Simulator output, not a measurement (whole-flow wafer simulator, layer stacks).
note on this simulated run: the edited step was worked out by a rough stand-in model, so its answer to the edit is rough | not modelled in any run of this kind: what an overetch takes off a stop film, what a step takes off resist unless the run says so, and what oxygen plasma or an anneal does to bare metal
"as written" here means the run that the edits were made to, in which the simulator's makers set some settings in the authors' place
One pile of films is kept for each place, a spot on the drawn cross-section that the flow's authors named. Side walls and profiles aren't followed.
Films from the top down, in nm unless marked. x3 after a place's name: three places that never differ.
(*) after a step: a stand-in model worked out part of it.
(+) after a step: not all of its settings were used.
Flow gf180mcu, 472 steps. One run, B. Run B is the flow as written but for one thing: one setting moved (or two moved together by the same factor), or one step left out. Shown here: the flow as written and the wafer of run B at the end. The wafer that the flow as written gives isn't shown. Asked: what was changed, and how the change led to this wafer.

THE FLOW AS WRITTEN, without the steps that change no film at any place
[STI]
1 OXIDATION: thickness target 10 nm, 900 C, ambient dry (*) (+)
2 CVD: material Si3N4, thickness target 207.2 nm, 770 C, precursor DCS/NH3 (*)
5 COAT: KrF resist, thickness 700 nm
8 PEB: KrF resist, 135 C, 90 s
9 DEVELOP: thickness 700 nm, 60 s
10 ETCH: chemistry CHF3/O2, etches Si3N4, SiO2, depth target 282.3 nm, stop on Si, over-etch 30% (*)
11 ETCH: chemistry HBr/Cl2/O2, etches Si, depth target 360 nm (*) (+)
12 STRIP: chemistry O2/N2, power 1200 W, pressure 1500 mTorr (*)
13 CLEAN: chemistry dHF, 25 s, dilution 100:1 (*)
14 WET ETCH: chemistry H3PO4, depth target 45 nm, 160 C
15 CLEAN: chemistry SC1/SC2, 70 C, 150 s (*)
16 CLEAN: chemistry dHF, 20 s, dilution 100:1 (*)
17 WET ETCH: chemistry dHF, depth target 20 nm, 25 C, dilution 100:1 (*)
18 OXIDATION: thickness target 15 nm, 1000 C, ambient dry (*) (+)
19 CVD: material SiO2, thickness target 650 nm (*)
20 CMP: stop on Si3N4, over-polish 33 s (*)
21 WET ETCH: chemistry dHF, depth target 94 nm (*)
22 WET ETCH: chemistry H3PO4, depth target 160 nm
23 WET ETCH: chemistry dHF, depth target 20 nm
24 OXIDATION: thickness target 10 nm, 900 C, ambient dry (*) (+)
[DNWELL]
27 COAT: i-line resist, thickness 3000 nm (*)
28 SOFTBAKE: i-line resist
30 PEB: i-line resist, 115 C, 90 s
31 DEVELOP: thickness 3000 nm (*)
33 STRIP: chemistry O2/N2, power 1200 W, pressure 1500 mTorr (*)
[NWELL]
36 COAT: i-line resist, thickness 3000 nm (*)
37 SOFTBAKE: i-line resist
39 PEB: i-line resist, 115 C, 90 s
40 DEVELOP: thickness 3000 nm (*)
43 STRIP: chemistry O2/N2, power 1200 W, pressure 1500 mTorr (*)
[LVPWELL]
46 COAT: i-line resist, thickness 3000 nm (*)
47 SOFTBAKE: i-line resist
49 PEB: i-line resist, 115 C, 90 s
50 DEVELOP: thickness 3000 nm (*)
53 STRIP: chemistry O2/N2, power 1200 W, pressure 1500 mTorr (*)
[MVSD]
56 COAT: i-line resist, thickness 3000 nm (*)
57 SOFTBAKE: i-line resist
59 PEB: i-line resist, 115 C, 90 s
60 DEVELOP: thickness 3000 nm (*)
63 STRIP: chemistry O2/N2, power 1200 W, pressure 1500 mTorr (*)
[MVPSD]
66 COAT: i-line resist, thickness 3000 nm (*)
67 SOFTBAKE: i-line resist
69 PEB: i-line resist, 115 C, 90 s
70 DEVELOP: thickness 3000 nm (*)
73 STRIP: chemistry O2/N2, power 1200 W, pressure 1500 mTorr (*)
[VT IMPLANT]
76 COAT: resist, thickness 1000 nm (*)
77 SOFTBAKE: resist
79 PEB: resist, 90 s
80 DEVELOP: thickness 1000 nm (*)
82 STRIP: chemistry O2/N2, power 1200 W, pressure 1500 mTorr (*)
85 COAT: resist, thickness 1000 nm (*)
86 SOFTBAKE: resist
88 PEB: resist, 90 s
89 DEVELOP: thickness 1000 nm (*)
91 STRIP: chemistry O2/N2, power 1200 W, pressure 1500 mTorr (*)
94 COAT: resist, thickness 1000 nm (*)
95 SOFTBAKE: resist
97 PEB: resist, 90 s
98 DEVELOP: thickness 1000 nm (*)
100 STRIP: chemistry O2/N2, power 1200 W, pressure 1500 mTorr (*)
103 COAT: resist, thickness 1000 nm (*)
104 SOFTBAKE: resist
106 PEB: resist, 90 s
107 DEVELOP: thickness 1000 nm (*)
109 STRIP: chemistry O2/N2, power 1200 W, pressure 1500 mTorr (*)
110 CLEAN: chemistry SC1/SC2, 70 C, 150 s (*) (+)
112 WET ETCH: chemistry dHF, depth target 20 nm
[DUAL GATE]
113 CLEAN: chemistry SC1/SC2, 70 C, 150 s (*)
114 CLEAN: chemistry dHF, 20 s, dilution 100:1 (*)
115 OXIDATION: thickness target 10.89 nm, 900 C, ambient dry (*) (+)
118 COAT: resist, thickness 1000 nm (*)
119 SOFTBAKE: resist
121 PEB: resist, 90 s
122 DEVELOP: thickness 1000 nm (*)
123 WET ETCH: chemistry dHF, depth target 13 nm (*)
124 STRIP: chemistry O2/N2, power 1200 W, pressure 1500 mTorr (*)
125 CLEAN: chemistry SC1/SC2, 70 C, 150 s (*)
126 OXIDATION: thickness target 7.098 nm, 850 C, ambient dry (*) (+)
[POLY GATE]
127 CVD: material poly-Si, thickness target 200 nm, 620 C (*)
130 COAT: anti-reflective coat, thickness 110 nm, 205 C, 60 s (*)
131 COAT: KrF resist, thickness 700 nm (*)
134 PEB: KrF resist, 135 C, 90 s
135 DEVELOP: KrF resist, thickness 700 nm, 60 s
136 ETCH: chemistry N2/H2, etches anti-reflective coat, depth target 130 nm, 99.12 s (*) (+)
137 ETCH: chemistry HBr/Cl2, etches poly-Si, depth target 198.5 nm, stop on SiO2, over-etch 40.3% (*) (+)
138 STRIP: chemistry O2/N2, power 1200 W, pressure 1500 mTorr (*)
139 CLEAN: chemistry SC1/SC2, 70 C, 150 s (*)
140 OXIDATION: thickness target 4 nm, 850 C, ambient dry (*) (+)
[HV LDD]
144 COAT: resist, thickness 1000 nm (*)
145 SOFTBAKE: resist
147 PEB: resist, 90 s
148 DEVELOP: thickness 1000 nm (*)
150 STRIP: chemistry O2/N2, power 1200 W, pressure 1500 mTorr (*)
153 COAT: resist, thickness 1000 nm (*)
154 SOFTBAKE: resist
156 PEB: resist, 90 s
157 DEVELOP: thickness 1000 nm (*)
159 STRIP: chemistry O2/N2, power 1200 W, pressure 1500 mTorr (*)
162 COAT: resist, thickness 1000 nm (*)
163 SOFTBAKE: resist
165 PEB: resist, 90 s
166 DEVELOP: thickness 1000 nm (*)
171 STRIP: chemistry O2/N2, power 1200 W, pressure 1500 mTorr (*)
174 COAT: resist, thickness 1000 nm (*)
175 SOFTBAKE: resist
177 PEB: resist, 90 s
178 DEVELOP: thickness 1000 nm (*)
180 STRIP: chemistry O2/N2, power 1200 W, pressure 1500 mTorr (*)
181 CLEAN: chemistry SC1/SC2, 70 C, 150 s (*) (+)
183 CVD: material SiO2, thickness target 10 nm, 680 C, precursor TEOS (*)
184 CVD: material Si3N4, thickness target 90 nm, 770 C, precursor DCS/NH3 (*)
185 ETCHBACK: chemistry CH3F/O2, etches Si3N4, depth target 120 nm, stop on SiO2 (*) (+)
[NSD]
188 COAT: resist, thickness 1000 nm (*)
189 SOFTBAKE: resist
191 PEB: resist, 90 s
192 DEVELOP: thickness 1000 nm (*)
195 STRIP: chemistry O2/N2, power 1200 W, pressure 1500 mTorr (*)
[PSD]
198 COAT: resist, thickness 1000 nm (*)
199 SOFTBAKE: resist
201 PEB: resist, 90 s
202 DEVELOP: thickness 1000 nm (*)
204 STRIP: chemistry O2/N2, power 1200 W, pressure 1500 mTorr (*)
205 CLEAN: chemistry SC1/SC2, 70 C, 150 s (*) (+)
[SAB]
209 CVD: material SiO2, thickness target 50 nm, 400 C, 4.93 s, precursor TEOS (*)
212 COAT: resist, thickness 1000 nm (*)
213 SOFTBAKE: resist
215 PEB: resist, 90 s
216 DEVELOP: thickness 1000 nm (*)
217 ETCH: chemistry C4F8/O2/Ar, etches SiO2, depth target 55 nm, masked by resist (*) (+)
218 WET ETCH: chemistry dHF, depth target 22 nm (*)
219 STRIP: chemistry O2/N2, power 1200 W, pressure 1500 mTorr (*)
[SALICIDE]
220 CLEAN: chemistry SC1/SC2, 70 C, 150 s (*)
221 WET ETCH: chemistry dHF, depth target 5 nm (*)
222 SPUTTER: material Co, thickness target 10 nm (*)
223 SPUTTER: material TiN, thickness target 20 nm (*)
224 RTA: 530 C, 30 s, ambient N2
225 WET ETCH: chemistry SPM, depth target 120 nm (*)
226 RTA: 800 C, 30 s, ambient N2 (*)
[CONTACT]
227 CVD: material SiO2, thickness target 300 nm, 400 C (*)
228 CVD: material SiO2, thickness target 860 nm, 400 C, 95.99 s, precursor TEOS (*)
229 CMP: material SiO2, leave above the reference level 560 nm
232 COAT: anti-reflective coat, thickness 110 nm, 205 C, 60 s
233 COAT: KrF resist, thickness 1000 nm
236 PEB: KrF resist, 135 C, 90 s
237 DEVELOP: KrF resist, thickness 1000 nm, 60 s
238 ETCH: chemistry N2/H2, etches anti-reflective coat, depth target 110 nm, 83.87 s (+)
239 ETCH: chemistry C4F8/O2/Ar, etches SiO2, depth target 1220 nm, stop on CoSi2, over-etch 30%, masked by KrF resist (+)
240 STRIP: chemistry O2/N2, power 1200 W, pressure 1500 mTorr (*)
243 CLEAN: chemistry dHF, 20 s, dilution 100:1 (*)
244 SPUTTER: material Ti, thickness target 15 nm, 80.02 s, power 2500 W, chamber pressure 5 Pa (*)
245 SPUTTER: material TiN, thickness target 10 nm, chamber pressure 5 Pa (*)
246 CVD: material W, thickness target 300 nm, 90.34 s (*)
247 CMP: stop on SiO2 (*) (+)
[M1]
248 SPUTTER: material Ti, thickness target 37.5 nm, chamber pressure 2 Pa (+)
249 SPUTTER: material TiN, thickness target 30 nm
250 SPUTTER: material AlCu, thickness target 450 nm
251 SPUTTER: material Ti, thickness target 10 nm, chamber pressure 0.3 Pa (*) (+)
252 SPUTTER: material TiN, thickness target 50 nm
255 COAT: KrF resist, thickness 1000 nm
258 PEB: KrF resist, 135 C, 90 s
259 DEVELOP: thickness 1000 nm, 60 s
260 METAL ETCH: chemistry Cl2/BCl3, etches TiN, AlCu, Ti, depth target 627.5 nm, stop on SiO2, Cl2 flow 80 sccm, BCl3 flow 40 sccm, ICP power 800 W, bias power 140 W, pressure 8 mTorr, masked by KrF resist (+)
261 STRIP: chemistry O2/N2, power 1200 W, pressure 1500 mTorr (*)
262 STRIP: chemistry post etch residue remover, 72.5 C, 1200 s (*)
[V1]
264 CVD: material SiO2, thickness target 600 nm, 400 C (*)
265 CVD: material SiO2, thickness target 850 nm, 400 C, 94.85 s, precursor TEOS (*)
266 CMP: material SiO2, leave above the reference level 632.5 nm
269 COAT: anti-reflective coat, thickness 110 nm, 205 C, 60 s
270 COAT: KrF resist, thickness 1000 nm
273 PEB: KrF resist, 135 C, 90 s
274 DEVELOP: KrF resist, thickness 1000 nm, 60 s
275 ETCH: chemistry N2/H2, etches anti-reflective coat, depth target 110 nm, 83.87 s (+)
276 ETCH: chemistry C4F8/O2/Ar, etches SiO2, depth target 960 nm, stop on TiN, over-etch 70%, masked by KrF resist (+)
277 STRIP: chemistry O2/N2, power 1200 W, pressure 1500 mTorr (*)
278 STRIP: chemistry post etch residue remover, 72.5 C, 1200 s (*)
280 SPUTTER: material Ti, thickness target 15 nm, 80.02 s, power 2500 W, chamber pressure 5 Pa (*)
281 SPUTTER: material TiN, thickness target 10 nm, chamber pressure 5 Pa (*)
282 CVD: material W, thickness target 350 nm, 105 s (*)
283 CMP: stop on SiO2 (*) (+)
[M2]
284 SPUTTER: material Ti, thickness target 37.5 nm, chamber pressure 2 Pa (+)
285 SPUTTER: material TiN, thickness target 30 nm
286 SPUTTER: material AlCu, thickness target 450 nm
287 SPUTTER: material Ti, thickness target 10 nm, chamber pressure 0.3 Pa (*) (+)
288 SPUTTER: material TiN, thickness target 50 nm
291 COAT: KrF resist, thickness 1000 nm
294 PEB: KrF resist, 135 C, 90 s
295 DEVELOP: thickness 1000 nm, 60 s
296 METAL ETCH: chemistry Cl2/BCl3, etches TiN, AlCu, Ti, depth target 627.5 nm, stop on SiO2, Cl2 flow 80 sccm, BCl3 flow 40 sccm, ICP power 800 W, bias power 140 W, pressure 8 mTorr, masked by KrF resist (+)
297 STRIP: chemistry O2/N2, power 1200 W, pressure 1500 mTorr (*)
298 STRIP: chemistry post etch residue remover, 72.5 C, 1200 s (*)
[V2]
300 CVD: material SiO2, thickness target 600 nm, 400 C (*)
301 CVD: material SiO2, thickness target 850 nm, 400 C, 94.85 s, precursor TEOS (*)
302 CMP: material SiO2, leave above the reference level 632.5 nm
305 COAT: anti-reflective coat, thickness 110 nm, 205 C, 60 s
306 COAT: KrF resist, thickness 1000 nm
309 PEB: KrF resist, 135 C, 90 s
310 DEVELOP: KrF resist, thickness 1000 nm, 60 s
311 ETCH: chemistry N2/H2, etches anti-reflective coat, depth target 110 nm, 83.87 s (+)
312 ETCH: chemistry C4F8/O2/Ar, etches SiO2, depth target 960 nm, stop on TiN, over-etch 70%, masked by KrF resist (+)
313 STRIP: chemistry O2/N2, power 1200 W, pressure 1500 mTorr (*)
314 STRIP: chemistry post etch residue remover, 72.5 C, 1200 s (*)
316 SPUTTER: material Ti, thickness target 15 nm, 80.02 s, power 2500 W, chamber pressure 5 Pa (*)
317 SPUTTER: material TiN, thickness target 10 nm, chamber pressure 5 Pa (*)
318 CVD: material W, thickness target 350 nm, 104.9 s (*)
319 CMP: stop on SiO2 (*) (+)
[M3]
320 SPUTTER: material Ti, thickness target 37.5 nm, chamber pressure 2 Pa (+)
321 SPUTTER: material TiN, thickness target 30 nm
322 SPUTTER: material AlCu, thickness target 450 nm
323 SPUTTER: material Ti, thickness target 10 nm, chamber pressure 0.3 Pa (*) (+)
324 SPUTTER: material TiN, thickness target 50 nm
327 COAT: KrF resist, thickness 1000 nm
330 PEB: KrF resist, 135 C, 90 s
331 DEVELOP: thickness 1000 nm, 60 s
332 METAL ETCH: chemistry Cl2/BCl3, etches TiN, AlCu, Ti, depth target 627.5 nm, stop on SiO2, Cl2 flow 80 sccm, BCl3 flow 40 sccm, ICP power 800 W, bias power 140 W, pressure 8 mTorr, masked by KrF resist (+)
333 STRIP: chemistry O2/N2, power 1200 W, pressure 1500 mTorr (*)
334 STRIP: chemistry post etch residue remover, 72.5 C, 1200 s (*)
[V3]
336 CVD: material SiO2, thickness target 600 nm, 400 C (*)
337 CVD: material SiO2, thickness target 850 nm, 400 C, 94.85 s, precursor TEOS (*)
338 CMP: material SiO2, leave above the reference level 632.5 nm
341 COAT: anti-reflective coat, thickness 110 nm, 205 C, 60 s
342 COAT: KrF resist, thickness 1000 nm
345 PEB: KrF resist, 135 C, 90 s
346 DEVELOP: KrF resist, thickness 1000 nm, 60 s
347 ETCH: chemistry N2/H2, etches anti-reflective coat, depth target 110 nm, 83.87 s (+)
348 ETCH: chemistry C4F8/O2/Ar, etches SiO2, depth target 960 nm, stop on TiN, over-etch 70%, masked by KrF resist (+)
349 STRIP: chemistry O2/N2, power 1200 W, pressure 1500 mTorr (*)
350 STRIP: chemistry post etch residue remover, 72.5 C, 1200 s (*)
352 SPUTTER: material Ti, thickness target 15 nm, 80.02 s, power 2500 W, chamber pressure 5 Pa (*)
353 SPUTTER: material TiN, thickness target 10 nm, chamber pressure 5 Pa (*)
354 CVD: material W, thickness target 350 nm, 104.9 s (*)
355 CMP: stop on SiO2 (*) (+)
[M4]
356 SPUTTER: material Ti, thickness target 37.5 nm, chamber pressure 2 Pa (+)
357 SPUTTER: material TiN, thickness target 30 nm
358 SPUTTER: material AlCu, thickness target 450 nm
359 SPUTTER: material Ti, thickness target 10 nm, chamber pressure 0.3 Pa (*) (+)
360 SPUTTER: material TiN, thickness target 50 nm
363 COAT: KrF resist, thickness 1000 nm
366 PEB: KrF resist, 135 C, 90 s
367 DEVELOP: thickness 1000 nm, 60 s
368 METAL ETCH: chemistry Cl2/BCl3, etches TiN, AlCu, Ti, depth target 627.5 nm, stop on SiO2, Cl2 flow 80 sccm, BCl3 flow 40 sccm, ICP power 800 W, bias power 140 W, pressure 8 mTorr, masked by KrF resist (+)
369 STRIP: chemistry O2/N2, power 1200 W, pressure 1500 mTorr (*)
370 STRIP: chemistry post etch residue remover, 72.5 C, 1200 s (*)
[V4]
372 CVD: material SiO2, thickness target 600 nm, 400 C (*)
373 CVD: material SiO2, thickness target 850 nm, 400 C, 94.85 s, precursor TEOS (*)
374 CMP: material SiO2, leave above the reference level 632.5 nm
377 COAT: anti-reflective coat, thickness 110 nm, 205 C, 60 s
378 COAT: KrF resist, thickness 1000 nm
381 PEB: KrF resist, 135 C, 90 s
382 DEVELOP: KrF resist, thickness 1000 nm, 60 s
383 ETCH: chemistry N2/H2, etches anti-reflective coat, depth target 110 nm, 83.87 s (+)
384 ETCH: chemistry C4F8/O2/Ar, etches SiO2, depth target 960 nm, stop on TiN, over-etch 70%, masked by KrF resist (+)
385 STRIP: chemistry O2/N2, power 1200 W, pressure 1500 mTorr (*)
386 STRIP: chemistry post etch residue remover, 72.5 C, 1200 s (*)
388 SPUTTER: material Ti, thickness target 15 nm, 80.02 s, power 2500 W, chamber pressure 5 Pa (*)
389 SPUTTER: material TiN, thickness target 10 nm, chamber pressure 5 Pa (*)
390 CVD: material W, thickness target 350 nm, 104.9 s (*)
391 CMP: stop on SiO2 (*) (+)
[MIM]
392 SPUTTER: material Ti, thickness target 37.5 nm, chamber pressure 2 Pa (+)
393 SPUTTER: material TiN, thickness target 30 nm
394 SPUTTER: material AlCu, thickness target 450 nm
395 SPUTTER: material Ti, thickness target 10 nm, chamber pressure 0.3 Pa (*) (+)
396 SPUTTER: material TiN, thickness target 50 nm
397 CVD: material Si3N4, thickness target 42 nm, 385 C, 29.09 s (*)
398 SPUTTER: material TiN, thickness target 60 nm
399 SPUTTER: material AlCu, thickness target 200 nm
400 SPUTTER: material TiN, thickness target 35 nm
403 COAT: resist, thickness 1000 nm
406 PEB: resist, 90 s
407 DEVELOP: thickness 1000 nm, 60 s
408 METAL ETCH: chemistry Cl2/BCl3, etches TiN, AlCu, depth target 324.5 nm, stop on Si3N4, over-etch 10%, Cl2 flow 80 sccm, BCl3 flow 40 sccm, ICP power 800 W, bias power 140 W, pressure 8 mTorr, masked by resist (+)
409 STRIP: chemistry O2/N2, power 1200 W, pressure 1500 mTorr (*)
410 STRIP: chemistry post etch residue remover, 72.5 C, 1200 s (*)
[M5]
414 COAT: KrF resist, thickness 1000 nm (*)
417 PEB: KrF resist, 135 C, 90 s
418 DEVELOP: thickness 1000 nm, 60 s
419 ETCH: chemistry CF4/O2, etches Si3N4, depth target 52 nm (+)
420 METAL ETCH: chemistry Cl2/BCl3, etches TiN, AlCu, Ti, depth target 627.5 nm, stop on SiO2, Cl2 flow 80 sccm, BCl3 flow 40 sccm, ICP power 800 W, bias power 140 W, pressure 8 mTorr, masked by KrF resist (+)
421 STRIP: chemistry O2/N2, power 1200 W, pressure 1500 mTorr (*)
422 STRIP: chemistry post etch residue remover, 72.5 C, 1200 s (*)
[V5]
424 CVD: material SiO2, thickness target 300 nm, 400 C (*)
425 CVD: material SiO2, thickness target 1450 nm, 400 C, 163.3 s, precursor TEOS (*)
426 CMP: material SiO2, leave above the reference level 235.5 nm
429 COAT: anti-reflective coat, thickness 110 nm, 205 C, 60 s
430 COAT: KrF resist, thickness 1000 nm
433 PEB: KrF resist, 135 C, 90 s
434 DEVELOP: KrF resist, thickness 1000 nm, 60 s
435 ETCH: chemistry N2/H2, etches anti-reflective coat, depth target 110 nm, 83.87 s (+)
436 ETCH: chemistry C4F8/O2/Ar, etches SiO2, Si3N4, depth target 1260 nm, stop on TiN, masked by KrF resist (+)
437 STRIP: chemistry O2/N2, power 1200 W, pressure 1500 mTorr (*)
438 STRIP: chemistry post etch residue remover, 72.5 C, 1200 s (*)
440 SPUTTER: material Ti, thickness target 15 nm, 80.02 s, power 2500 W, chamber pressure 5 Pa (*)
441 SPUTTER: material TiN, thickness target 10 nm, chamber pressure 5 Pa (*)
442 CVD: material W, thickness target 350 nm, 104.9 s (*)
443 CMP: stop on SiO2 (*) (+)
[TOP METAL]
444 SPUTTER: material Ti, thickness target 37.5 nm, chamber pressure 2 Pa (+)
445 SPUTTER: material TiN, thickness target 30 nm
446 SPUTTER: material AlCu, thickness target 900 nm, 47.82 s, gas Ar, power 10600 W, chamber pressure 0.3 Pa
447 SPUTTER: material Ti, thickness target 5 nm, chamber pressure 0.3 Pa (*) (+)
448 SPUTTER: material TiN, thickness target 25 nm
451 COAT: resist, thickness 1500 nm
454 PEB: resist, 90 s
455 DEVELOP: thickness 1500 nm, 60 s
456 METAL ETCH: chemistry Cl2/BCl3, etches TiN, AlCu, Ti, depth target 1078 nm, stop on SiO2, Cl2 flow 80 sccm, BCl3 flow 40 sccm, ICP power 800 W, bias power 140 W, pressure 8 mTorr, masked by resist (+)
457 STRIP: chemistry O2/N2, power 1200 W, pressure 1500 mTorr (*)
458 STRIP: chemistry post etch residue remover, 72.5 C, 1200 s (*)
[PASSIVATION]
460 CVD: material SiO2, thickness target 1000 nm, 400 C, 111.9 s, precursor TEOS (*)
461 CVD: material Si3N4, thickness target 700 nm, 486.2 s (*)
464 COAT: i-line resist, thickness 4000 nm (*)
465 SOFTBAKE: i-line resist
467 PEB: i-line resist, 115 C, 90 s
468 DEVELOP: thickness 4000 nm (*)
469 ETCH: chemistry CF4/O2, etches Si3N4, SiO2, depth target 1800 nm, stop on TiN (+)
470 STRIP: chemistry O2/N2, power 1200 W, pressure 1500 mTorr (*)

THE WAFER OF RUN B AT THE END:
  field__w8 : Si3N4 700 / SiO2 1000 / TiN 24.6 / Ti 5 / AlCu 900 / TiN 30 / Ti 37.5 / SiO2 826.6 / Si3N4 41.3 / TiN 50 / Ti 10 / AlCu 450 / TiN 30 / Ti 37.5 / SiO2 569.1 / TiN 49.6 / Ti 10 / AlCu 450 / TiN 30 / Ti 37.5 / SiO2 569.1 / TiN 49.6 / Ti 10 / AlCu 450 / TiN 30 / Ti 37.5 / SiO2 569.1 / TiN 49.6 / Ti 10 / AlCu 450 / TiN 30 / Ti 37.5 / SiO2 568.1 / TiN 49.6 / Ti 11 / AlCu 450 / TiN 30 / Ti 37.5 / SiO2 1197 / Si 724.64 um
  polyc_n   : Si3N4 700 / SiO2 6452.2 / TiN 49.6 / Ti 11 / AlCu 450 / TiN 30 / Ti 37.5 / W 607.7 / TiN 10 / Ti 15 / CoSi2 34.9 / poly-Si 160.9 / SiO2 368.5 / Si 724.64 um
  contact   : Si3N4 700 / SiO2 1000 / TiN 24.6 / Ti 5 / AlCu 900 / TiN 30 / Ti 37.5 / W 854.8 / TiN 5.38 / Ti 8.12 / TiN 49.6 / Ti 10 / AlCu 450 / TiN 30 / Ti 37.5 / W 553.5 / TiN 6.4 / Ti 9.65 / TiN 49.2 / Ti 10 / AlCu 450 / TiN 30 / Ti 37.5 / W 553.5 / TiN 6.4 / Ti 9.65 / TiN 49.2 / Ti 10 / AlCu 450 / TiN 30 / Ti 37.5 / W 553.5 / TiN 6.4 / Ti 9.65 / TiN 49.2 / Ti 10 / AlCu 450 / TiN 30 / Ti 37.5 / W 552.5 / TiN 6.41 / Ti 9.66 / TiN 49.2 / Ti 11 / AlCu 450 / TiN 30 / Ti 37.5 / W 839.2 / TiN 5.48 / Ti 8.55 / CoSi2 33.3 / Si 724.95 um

The cause: step 251, SPUTTER: thickness target 11 nm was run, where the flow has thickness target 10 nm.
It can be read off the wafer: field__w8 has Ti 11, and step 251 as written asks for 10 nm.

How the change led to this, step by step:
  251 SPUTTER: material Ti, thickness target 10 nm, chamber pressure 0.3 Pa (*) (+)
      field, field__w1, field__w2 and 108 more: Ti +11 (new film) (as written it would be: Ti +10 (new film))
  260 METAL ETCH: chemistry Cl2/BCl3, etches TiN, AlCu, Ti, depth target 627.5 nm, stop on SiO2, Cl2 flow 80 sccm, BCl3 flow 40 sccm, ICP power 800 W, bias power 140 W, pressure 8 mTorr, masked by KrF resist (+)
      field, field__w1, field__w2 and 99 more: TiN -50 (all of it), Ti -11 (all of it), AlCu -450 (all of it), TiN -30 (all of it), Ti -37.5 (all of it) (as written it would be: TiN -50 (all of it), Ti -10 (all of it), AlCu -450 (all of it), TiN -30 (all of it), Ti -37.5 (all of it))
